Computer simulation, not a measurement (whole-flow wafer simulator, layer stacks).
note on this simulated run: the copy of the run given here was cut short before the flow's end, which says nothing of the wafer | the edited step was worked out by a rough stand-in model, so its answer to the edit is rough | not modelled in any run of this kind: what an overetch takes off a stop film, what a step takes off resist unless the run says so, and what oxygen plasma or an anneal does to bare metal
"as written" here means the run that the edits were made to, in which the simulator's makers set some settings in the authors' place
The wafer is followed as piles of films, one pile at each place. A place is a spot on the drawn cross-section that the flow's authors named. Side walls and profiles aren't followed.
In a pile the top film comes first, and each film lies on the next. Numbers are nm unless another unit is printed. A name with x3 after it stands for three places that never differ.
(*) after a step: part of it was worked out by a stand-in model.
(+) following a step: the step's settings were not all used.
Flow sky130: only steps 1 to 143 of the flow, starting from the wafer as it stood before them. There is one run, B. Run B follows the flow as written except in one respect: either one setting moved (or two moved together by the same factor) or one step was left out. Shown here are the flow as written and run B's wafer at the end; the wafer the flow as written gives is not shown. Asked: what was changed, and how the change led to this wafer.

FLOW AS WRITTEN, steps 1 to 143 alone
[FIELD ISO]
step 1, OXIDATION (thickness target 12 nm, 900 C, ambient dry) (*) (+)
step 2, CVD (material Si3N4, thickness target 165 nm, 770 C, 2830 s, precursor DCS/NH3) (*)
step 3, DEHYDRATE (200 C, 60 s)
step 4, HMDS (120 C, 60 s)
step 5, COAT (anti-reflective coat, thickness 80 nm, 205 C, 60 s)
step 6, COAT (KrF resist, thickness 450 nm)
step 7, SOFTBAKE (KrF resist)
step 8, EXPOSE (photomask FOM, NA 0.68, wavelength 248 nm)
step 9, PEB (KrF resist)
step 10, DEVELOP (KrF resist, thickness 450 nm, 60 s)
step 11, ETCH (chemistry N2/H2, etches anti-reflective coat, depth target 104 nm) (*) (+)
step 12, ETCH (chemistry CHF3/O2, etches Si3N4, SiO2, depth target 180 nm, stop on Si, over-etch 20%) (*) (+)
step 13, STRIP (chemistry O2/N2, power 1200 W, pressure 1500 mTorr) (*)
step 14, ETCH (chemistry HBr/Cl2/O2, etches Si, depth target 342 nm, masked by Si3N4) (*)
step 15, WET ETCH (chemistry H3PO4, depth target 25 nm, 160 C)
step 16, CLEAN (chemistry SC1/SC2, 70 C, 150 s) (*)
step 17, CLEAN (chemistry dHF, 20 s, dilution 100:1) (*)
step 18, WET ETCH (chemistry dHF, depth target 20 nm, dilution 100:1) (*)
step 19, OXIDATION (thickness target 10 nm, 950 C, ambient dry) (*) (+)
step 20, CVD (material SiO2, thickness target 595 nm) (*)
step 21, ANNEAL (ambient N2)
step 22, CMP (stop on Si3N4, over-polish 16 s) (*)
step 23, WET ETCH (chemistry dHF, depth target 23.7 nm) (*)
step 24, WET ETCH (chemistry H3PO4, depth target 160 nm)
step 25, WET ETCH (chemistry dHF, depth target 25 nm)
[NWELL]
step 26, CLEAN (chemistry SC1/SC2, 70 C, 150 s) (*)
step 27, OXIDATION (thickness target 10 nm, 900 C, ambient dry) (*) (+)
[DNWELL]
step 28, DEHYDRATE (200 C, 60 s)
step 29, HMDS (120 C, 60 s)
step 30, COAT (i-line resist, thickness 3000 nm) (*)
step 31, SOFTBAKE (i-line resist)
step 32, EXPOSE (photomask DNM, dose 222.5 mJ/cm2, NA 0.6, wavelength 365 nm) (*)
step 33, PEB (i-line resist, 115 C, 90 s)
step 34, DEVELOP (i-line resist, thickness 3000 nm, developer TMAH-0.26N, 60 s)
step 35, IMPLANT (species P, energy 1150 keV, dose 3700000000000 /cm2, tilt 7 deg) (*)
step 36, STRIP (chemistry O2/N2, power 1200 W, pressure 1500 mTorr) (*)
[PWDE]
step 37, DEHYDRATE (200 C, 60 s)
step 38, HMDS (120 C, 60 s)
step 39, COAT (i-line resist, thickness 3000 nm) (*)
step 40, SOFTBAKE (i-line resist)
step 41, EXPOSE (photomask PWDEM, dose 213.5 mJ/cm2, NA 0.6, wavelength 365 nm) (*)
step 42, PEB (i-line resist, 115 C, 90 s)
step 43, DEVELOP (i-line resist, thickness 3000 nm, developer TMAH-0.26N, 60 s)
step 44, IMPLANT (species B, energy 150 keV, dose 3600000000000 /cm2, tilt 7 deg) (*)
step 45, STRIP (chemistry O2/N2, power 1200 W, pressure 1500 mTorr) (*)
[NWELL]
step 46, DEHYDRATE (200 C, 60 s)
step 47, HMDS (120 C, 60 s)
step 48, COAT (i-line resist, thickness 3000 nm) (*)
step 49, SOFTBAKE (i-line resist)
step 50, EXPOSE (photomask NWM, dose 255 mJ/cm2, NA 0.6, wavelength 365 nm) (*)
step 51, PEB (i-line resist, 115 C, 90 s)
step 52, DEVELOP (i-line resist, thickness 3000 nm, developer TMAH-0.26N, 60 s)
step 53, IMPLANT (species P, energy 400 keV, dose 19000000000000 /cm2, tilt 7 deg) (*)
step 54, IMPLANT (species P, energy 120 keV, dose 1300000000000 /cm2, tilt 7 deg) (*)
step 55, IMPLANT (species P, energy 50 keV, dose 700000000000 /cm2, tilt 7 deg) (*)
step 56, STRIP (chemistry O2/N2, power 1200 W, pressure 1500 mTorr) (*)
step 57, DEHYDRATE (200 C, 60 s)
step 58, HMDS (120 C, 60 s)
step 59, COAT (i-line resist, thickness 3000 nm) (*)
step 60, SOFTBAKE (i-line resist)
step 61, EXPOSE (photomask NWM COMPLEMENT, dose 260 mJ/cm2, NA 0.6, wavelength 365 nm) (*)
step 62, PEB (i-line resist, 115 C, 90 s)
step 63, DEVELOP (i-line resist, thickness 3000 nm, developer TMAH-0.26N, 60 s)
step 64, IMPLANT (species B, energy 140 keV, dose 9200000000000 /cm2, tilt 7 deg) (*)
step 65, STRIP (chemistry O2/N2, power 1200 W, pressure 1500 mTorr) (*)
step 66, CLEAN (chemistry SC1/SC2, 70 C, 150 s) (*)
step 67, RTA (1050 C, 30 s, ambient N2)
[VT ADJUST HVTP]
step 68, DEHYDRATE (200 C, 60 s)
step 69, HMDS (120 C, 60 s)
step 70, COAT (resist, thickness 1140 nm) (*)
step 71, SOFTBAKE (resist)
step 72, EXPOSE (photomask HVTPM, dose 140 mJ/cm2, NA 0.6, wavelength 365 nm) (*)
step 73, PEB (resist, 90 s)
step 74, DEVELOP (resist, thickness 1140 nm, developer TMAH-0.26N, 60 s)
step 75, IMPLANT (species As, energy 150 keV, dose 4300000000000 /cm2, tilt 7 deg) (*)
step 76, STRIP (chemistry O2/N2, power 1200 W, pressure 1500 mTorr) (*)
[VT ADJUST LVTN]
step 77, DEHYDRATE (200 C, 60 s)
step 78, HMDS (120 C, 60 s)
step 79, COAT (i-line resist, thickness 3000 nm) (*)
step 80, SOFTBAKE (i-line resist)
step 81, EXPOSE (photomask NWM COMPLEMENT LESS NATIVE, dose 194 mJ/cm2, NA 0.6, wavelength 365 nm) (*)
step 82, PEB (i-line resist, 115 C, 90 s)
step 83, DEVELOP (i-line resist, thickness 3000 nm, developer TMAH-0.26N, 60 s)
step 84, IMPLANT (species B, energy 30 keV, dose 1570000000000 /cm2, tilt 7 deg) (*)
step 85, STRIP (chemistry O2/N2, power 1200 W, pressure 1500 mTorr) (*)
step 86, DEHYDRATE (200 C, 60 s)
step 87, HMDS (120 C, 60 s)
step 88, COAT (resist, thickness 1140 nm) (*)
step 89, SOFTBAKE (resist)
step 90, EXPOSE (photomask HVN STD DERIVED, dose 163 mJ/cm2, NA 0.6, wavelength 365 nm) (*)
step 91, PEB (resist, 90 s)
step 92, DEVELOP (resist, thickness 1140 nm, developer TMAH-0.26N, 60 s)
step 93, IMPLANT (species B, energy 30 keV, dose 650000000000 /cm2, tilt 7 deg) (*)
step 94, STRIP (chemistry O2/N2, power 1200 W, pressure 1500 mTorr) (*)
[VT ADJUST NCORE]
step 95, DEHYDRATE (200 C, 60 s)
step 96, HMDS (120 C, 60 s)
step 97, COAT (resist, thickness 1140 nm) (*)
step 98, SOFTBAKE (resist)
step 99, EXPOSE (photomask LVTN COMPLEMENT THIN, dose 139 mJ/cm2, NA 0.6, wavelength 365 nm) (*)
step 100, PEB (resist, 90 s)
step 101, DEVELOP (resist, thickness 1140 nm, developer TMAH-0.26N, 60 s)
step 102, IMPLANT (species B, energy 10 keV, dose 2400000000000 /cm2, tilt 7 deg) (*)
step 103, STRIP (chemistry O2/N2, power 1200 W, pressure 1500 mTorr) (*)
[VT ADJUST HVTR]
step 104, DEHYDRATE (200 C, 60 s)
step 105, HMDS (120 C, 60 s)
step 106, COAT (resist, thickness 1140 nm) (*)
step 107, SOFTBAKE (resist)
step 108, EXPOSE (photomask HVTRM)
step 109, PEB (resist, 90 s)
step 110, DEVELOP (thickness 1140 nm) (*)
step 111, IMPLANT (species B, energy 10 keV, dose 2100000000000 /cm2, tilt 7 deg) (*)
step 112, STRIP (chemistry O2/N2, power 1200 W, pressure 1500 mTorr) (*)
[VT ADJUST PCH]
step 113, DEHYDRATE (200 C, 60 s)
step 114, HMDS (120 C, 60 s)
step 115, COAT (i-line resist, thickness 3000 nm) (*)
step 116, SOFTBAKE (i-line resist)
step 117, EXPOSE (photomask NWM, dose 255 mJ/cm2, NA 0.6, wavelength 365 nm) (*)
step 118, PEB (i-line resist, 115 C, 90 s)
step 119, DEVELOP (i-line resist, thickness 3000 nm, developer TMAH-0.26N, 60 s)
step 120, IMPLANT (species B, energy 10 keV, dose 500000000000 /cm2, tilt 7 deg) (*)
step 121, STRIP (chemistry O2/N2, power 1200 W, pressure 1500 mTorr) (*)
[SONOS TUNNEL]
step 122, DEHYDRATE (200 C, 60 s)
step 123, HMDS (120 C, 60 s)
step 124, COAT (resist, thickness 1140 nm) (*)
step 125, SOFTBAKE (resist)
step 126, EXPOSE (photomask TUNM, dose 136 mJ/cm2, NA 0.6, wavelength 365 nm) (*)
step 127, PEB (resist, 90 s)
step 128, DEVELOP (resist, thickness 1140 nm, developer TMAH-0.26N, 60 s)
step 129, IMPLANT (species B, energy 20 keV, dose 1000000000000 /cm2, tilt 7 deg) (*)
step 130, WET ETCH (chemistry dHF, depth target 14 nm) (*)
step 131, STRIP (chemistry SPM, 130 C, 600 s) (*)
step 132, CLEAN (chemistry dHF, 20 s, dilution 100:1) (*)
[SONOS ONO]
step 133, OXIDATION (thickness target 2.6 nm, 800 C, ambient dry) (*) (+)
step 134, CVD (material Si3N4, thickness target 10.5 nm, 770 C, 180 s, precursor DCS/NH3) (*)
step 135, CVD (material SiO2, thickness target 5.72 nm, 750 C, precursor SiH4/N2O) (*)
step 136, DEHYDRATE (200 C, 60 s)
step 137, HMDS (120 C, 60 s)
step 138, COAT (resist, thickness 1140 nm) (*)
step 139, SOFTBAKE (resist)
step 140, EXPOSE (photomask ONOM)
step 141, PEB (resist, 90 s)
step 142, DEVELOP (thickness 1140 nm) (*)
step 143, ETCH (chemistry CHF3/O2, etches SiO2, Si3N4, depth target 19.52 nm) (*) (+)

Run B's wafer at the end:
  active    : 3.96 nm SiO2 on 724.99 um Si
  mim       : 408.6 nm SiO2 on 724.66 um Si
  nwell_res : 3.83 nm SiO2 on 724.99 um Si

Cause: step 134, CVD: 747 C was run, while the flow as written has 770 C.

How this came from the change, step by step:
  step 134, CVD (material Si3N4, thickness target 10.5 nm, 770 C, 180 s, precursor DCS/NH3) (*)
      field, active, n_well and 187 more: +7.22 Si3N4 (new film) (it would be, as written: +10.5 Si3N4 (new film))
  step 143, ETCH (chemistry CHF3/O2, etches SiO2, Si3N4, depth target 19.52 nm) (*) (+)
      field, active, p_well x5 and 179 more: -5.72 SiO2 (all of it), -7.22 Si3N4 (all of it), -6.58 SiO2 (it would be, as written: -5.72 SiO2 (all of it), -10.5 Si3N4 (all of it), -3.3 SiO2)
      n_well, sonos_sd: -5.72 SiO2 (all of it), -7.22 Si3N4 (all of it), -2.6 SiO2 (all of it), -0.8 Si (it would be, as written: -5.72 SiO2 (all of it), -10.5 Si3N4 (all of it), -2.6 SiO2 (all of it), -0.14 Si)
